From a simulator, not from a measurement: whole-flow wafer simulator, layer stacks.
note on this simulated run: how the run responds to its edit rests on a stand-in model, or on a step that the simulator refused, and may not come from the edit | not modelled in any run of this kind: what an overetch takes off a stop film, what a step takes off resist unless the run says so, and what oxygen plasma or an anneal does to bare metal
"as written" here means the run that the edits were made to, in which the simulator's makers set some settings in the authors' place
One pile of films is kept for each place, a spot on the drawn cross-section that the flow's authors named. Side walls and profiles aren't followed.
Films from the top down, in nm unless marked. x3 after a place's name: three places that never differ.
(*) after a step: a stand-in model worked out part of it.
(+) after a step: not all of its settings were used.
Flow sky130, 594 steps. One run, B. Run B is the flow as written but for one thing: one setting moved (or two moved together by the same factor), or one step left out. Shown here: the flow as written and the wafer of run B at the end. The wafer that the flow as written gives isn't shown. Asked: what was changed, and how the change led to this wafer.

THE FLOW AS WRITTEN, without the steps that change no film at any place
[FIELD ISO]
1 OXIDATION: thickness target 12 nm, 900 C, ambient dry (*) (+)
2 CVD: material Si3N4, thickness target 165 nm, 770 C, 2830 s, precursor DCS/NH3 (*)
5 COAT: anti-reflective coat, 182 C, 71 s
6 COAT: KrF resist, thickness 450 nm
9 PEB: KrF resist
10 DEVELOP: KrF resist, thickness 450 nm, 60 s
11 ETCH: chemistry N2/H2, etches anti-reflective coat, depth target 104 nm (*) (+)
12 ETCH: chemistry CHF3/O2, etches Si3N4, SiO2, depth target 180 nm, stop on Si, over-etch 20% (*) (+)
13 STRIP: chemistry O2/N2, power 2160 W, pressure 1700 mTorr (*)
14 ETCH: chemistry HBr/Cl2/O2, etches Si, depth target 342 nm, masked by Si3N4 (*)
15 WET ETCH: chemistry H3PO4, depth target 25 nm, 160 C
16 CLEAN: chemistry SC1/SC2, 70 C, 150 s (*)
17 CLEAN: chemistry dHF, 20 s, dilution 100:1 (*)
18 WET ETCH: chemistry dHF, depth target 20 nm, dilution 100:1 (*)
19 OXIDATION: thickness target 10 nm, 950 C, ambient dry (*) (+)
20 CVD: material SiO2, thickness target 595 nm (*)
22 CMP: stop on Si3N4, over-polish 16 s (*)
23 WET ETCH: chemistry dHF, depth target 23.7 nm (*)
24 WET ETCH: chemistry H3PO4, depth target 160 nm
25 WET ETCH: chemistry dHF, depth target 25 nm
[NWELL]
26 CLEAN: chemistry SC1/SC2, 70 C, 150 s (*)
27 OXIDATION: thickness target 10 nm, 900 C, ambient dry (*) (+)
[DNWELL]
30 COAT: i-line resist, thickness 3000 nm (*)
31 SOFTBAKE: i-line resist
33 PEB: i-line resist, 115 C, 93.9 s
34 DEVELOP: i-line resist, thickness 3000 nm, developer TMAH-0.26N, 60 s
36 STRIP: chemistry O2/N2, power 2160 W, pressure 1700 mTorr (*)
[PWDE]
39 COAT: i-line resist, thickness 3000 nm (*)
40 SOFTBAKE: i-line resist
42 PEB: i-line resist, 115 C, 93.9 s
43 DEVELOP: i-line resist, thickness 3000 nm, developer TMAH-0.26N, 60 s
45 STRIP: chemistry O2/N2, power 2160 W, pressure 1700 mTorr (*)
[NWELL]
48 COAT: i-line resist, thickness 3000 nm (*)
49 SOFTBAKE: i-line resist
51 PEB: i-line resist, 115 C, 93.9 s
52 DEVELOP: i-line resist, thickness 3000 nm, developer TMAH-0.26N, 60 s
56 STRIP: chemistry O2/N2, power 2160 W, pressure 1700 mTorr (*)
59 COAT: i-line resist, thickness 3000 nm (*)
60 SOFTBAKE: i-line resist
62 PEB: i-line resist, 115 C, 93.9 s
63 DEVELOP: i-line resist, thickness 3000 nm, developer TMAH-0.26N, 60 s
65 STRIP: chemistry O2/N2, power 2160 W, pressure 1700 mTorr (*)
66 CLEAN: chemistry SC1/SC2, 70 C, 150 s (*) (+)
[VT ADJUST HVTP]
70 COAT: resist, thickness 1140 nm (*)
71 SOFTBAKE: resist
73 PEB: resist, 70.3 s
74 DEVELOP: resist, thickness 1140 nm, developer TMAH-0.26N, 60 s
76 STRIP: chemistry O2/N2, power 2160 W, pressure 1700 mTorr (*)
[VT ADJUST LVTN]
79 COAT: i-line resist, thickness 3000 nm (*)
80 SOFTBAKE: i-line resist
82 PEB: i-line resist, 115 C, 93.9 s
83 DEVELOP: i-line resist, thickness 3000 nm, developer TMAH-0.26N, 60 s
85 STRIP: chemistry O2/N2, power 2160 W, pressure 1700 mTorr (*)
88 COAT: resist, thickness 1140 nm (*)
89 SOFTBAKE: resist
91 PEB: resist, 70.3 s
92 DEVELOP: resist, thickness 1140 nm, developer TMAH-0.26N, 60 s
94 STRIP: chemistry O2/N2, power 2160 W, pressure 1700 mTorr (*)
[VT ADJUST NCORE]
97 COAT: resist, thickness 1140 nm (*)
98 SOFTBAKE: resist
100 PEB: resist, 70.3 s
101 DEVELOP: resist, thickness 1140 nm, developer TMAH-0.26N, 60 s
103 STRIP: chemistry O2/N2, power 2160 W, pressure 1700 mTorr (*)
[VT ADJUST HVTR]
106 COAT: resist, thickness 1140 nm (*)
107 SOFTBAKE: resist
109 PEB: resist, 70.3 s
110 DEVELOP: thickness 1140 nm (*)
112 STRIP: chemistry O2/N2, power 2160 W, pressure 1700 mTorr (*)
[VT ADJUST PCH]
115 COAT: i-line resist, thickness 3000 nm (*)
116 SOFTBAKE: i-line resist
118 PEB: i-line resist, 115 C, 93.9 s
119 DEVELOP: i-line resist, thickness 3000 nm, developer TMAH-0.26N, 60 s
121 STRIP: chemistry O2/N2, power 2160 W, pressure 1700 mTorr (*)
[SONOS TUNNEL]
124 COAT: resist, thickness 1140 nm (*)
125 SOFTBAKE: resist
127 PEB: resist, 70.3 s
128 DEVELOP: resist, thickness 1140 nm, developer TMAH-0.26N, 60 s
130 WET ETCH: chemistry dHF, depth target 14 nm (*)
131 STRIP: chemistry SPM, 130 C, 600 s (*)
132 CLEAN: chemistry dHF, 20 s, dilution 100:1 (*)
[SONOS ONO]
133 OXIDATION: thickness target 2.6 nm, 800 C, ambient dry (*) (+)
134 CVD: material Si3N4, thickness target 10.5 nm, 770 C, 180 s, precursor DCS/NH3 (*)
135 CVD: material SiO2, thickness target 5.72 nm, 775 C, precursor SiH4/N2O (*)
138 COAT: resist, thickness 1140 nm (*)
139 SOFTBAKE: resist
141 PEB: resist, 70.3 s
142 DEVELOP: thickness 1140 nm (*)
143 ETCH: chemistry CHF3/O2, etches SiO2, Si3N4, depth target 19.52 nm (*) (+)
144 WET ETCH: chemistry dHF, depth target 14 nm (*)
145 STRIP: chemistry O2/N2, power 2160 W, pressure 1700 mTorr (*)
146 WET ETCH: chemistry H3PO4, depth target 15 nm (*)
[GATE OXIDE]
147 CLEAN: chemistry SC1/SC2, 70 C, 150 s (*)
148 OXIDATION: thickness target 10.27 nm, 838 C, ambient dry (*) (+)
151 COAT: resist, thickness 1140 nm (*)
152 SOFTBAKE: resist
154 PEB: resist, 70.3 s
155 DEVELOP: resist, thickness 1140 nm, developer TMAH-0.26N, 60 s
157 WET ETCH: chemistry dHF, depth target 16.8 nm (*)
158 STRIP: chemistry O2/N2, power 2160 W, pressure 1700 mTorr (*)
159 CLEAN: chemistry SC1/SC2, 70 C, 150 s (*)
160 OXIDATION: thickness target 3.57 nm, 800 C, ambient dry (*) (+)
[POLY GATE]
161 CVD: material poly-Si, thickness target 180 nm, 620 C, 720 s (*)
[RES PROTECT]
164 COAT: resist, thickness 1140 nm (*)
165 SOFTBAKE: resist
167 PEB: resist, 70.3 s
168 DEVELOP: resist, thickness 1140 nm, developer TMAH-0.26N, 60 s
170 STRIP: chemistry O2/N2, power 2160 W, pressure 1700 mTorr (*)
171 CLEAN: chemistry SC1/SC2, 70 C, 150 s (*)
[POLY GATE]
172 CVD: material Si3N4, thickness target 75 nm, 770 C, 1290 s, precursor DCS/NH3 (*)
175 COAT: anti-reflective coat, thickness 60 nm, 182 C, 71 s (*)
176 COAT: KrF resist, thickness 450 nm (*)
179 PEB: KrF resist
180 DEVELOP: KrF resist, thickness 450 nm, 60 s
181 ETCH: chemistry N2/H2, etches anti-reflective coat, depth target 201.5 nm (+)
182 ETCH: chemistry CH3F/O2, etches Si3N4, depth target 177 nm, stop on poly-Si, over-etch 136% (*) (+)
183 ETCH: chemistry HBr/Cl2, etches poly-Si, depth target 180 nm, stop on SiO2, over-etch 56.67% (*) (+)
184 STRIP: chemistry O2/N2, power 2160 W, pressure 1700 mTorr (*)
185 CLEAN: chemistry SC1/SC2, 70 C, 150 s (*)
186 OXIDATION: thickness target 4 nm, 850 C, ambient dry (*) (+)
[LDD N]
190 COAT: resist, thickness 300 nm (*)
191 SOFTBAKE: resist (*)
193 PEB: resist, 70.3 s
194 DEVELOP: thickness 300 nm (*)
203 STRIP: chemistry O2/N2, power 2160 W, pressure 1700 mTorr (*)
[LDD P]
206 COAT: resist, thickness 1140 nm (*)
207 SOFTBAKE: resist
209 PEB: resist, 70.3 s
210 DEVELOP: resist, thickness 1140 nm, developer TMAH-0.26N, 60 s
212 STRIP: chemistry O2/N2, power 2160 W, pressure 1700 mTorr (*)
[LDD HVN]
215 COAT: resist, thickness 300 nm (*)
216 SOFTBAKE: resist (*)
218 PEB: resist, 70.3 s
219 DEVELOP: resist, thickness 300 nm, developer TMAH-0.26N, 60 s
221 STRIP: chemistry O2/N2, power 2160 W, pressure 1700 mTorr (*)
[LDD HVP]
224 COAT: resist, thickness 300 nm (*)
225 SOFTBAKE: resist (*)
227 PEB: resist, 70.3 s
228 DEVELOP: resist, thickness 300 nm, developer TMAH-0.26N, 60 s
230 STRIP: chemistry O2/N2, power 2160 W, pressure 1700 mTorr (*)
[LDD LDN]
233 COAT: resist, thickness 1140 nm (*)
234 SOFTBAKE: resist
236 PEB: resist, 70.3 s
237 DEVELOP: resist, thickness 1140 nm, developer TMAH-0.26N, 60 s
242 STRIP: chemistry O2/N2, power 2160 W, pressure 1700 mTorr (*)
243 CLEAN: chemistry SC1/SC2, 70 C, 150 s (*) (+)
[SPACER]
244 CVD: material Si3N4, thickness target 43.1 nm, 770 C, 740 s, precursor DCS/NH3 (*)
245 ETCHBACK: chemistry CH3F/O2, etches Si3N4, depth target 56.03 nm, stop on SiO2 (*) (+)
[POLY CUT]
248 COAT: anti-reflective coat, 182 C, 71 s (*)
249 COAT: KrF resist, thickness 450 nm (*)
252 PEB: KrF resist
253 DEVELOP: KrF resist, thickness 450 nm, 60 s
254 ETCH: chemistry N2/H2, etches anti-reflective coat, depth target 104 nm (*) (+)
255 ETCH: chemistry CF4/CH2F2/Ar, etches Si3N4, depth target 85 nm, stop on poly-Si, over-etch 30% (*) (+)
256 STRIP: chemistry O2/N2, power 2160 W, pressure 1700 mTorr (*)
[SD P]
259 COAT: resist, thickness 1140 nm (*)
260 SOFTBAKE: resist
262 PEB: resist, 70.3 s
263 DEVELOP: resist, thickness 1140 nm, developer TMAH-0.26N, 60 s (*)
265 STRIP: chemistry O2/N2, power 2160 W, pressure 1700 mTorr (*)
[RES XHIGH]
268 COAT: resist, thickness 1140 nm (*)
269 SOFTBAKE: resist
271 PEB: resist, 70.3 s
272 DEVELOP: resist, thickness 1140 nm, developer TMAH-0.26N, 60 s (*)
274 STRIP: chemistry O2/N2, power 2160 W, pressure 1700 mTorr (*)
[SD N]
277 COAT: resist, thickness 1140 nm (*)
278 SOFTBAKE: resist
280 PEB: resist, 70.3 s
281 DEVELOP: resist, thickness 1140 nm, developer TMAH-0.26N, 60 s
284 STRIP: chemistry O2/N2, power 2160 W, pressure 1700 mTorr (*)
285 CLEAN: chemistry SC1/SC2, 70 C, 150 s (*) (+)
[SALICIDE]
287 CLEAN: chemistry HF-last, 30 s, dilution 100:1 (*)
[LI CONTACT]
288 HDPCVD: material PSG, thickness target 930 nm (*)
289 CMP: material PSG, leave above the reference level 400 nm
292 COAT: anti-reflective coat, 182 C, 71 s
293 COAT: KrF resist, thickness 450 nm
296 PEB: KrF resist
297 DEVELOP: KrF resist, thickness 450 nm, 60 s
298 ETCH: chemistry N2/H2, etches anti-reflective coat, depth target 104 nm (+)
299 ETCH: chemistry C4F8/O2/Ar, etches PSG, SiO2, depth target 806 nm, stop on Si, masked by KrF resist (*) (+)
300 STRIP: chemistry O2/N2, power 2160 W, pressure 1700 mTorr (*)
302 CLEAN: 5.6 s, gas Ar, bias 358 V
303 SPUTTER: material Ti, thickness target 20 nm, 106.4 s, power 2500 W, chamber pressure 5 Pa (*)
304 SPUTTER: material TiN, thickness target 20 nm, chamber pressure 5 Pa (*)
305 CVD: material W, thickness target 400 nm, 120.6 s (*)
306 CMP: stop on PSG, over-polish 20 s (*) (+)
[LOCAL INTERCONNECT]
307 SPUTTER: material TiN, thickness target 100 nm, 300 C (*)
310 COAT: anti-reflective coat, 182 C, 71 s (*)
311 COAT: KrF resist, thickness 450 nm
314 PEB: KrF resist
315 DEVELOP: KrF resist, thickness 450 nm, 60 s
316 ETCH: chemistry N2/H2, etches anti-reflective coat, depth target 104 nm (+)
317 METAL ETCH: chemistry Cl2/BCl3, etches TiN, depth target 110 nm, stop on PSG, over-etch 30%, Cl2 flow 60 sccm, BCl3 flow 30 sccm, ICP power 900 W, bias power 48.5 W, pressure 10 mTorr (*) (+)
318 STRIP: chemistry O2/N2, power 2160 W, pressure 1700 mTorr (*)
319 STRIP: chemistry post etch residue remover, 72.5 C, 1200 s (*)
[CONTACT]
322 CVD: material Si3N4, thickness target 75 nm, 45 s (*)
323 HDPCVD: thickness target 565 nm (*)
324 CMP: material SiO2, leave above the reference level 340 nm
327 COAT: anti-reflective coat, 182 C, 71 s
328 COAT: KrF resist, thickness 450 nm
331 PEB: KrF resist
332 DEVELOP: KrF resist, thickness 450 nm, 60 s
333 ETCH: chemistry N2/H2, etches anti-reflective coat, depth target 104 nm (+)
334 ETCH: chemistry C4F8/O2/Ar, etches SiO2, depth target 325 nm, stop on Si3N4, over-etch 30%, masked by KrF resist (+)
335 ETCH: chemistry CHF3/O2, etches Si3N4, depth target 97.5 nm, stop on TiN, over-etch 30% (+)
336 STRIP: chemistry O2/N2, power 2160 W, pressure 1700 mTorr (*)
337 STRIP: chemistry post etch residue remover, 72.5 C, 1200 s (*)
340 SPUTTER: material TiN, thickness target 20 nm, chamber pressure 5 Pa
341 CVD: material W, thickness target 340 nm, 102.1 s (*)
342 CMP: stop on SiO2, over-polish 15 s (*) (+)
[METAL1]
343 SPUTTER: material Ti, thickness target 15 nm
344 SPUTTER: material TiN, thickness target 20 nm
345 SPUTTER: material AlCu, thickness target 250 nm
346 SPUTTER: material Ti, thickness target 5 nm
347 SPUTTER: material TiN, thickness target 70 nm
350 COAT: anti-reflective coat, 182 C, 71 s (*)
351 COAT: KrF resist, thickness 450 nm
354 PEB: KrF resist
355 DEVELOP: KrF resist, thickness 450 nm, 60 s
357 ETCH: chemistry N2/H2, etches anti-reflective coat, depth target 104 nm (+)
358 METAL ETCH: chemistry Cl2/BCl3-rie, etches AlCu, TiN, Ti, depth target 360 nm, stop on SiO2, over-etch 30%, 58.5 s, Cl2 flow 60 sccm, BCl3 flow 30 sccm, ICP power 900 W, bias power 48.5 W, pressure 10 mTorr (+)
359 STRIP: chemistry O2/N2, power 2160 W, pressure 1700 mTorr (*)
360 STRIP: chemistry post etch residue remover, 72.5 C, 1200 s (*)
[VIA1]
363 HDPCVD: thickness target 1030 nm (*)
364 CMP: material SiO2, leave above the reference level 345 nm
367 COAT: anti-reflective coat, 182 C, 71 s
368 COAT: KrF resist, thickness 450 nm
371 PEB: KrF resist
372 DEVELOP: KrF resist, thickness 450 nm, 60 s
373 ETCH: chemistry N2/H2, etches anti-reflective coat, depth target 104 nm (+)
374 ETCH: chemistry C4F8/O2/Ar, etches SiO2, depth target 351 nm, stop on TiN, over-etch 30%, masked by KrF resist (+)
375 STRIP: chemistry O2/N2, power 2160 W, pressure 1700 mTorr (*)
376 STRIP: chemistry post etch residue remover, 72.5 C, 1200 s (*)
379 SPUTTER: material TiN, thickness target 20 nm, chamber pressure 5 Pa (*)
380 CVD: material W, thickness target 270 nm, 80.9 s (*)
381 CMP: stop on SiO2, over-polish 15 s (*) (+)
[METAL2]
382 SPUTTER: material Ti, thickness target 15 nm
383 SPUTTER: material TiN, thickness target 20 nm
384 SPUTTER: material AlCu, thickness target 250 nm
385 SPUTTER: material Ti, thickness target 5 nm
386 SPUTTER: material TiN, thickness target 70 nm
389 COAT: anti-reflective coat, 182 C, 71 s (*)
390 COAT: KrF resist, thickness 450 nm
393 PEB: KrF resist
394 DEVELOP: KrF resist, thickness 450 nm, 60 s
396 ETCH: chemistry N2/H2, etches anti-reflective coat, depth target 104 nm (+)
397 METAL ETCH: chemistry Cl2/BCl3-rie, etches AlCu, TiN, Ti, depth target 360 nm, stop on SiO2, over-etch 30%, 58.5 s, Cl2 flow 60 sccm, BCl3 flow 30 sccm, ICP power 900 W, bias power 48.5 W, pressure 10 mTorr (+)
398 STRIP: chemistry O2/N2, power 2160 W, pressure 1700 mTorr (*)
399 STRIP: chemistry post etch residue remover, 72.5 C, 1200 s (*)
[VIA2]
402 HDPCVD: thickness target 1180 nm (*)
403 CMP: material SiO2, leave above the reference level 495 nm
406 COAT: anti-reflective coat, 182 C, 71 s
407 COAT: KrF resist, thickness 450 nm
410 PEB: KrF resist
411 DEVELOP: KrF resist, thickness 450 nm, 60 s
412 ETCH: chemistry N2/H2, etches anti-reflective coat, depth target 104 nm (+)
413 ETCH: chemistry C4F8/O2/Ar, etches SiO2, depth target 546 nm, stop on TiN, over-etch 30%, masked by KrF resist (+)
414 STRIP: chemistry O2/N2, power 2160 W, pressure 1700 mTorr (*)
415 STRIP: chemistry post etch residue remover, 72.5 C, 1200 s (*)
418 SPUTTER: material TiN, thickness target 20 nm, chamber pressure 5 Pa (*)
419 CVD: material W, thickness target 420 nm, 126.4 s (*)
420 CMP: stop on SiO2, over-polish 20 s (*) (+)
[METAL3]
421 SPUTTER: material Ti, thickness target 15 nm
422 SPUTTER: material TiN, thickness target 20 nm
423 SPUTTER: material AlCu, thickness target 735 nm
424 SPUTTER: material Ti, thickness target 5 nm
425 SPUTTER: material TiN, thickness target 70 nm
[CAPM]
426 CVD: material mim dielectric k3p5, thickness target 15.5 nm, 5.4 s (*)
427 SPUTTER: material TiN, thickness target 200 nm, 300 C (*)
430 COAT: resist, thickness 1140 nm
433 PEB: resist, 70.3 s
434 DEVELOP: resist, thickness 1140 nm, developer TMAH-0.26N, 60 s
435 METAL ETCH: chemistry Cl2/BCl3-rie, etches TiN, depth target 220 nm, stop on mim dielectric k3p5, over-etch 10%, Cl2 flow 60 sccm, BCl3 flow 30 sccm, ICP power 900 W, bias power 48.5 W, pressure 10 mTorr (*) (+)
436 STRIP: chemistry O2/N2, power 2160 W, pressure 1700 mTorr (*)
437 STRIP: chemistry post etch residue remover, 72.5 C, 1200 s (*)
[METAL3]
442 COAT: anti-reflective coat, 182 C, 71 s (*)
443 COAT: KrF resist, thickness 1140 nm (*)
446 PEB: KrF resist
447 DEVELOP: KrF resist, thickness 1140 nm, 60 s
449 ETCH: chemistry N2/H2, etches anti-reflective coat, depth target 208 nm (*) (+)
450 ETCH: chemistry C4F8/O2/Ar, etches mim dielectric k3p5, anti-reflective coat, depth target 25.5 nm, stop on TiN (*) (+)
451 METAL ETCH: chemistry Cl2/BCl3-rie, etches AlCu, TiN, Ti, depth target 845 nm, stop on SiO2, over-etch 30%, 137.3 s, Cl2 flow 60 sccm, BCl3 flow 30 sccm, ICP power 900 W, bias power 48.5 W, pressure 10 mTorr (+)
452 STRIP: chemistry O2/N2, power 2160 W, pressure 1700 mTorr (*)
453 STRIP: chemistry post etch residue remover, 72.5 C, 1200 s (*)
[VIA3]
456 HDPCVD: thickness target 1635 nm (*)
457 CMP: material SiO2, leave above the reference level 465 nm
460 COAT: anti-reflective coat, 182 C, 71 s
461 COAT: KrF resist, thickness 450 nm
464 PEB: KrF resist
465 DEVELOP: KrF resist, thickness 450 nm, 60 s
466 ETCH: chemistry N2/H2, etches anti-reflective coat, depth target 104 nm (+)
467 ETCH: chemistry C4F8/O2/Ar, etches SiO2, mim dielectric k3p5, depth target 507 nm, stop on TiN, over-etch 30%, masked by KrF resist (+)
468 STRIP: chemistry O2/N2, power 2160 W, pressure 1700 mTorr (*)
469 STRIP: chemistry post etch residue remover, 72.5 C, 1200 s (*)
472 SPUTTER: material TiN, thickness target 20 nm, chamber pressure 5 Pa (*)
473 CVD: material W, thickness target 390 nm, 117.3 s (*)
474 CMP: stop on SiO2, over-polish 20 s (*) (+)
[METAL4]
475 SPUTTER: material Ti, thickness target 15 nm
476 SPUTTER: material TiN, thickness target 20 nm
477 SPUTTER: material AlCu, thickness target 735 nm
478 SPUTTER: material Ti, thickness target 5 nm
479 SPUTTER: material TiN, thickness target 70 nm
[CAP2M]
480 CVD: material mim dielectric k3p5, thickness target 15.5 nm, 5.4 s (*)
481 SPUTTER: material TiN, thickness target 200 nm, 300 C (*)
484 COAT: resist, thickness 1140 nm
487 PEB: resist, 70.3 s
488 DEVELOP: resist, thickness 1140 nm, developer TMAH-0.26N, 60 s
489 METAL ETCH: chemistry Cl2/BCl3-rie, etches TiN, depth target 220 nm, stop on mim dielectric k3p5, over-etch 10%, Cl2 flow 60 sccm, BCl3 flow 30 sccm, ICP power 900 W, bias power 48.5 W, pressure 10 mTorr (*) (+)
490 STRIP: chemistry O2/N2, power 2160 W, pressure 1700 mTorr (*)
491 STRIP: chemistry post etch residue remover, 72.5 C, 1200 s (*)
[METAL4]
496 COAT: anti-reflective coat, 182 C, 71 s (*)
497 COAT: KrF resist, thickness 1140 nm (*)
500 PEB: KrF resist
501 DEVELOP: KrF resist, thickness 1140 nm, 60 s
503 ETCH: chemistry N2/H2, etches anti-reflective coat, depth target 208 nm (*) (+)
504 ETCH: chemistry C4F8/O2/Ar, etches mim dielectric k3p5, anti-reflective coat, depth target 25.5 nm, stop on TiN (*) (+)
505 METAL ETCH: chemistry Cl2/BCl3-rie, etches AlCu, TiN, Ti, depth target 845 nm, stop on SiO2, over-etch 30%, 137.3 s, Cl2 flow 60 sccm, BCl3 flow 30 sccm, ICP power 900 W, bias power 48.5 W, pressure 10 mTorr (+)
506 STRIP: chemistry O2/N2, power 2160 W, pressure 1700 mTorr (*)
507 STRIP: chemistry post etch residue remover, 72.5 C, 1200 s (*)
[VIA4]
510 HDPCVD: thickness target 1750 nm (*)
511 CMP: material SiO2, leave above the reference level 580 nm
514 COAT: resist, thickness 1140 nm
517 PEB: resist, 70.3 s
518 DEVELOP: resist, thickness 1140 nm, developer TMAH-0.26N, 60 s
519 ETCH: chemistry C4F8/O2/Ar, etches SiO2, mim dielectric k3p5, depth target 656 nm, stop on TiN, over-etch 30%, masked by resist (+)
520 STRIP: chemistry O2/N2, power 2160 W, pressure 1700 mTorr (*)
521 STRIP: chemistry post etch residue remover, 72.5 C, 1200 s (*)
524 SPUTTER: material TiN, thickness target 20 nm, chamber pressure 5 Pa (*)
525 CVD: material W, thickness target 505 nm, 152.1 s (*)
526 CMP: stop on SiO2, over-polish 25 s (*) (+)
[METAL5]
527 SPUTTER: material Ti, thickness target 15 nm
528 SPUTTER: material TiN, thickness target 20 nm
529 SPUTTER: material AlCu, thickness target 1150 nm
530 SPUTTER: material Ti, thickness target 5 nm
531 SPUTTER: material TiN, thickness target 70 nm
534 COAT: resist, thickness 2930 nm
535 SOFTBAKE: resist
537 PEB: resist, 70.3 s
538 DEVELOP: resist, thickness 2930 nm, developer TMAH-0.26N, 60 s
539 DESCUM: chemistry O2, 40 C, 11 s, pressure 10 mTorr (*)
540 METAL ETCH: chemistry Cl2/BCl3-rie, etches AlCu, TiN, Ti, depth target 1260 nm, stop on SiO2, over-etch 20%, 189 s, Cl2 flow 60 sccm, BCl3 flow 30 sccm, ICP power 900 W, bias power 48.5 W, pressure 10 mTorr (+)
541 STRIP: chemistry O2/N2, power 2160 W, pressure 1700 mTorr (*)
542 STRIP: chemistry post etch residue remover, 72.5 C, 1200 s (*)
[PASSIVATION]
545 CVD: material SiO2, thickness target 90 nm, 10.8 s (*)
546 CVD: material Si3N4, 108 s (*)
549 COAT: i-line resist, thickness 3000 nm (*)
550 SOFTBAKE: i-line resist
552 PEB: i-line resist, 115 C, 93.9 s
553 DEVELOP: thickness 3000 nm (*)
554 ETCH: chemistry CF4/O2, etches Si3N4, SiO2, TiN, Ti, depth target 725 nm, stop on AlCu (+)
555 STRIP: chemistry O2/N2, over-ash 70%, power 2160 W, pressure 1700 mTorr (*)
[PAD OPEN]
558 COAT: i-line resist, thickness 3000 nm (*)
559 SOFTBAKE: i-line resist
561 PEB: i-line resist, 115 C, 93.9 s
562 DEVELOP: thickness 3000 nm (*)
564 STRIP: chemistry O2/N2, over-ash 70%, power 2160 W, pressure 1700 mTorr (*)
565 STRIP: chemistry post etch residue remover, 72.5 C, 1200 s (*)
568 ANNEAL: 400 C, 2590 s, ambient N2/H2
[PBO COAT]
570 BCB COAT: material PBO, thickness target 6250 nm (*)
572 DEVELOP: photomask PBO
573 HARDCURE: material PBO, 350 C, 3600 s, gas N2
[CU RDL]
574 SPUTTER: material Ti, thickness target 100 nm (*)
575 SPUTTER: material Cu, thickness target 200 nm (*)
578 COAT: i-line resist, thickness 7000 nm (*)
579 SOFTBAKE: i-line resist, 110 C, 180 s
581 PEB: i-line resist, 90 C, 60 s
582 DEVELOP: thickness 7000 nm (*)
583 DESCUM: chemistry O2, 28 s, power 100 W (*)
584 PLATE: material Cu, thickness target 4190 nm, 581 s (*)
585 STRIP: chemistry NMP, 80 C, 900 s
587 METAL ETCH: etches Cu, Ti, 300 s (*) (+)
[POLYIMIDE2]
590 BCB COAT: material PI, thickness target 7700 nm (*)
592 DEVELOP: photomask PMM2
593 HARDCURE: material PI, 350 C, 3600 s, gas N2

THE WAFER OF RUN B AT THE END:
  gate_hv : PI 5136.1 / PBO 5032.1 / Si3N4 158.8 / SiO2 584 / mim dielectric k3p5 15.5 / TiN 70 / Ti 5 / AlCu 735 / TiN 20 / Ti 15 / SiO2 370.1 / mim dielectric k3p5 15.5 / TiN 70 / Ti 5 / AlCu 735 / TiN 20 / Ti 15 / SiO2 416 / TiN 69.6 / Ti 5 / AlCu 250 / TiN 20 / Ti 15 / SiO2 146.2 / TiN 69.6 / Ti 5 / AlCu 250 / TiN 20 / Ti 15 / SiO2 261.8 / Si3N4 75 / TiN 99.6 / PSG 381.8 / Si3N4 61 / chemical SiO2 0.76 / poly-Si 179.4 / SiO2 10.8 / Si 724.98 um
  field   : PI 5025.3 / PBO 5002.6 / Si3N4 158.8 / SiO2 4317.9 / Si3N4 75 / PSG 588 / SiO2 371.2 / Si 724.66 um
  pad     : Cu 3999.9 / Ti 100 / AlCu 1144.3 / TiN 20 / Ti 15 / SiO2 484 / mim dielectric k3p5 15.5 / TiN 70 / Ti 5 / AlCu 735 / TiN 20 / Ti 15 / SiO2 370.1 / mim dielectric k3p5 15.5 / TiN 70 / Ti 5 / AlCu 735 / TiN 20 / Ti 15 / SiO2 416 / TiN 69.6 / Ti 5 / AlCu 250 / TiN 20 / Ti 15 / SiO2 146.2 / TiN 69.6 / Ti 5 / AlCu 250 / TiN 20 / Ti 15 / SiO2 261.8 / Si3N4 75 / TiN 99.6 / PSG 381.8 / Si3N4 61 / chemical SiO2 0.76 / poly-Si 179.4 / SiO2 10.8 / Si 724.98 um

The cause: step 364, CMP: leave above the reference level 224 nm was run, where the flow has leave above the reference level 345 nm.

How the change led to this, step by step:
  364 CMP: material SiO2, leave above the reference level 345 nm
      n_well, p_well, gate_hv and 100 more: SiO2 -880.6 (as written it would be: SiO2 -759.6)
      field, active, gate and 81 more: SiO2 -510.1 (as written it would be: SiO2 -389.1)
      (and at 4 more places)
  374 ETCH: chemistry C4F8/O2/Ar, etches SiO2, depth target 351 nm, stop on TiN, over-etch 30%, masked by KrF resist (+)
      field, active, n_well and 186 more: KrF resist -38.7 (as written it would be: KrF resist -70.1)
      m1, via1_hole: SiO2 -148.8 (all of it) (as written it would be: SiO2 -269.8 (all of it))
  375 STRIP: chemistry O2/N2, power 2160 W, pressure 1700 mTorr (*)
      field, active, n_well and 186 more: KrF resist -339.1 (all of it), anti-reflective coat -80 (all of it) (as written it would be: KrF resist -307.7 (all of it), anti-reflective coat -80 (all of it))
  379 SPUTTER: material TiN, thickness target 20 nm, chamber pressure 5 Pa (*)
      m1: TiN +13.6 (as written it would be: TiN +11)
      via1_hole: TiN +13.5 (as written it would be: TiN +10.9)
  380 CVD: material W, thickness target 270 nm, 80.9 s (*)
      m1, via1_hole: W +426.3 (new film) (as written it would be: W +549.9 (new film))
